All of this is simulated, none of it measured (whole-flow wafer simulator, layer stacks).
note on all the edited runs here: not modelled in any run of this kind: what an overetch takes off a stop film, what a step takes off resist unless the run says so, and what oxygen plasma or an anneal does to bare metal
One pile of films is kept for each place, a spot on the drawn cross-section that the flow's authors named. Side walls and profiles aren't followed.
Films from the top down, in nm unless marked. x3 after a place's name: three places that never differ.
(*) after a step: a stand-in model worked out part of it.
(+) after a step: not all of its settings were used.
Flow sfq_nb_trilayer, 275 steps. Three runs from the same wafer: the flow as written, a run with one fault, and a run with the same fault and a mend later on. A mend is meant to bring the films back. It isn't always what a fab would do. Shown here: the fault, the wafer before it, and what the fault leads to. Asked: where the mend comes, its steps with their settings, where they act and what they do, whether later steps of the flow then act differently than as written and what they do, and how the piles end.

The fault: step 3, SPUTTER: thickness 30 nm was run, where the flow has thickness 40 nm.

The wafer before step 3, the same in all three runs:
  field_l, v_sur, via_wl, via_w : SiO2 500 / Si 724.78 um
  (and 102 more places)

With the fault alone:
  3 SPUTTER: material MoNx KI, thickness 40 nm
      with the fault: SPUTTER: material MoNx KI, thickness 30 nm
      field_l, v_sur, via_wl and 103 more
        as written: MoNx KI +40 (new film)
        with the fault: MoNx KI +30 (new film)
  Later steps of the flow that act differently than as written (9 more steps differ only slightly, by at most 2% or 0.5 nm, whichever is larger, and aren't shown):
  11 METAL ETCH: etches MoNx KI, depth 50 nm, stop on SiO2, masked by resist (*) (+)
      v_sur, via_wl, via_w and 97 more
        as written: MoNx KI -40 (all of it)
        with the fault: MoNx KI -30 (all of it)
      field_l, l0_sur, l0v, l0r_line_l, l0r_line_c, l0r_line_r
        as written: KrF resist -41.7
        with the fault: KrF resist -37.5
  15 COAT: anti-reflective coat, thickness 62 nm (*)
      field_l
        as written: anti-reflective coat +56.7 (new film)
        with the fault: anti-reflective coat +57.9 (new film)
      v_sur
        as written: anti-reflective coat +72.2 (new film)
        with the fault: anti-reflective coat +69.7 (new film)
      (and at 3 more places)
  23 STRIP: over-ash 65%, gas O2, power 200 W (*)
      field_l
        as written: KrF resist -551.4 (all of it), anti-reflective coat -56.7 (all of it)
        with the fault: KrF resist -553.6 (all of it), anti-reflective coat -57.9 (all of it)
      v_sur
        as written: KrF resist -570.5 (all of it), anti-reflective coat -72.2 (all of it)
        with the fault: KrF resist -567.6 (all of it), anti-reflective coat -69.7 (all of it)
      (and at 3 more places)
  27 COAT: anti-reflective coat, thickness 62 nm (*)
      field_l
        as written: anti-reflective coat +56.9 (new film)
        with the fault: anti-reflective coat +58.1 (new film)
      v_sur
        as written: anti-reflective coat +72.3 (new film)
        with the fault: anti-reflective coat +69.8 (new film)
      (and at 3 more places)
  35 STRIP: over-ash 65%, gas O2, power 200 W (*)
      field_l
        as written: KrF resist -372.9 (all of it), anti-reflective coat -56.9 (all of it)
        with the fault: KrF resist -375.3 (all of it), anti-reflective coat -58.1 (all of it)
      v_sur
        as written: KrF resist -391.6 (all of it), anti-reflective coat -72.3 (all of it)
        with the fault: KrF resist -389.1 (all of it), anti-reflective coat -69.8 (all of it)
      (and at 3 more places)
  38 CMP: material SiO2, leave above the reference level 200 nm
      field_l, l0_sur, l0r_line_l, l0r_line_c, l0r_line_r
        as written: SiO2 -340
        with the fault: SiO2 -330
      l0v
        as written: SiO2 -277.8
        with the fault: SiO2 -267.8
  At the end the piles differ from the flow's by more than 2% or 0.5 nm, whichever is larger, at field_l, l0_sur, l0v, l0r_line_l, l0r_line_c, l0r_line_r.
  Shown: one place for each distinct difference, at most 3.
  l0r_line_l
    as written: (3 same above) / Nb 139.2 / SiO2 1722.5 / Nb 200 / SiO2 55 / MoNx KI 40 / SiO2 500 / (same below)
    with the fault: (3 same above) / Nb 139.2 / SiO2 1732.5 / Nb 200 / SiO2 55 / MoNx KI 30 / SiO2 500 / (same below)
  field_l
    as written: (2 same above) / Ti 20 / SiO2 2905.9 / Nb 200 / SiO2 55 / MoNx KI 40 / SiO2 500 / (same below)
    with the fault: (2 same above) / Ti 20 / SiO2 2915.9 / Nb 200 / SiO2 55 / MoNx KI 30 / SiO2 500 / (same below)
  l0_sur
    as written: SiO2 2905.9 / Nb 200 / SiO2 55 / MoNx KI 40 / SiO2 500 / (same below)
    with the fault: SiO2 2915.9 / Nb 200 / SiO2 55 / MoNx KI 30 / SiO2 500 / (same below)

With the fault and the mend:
  The mend comes after step 3.
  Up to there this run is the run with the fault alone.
  3a SPUTTER: material MoNx KI, thickness 10 nm (the flow's step 3 once more, with other settings)
      field_l, v_sur, via_wl and 103 more
        MoNx KI +10
  No later step of the flow acts differently than as written at any place that is followed.
  At the end the piles are the same as the flow's at every place that both follow.
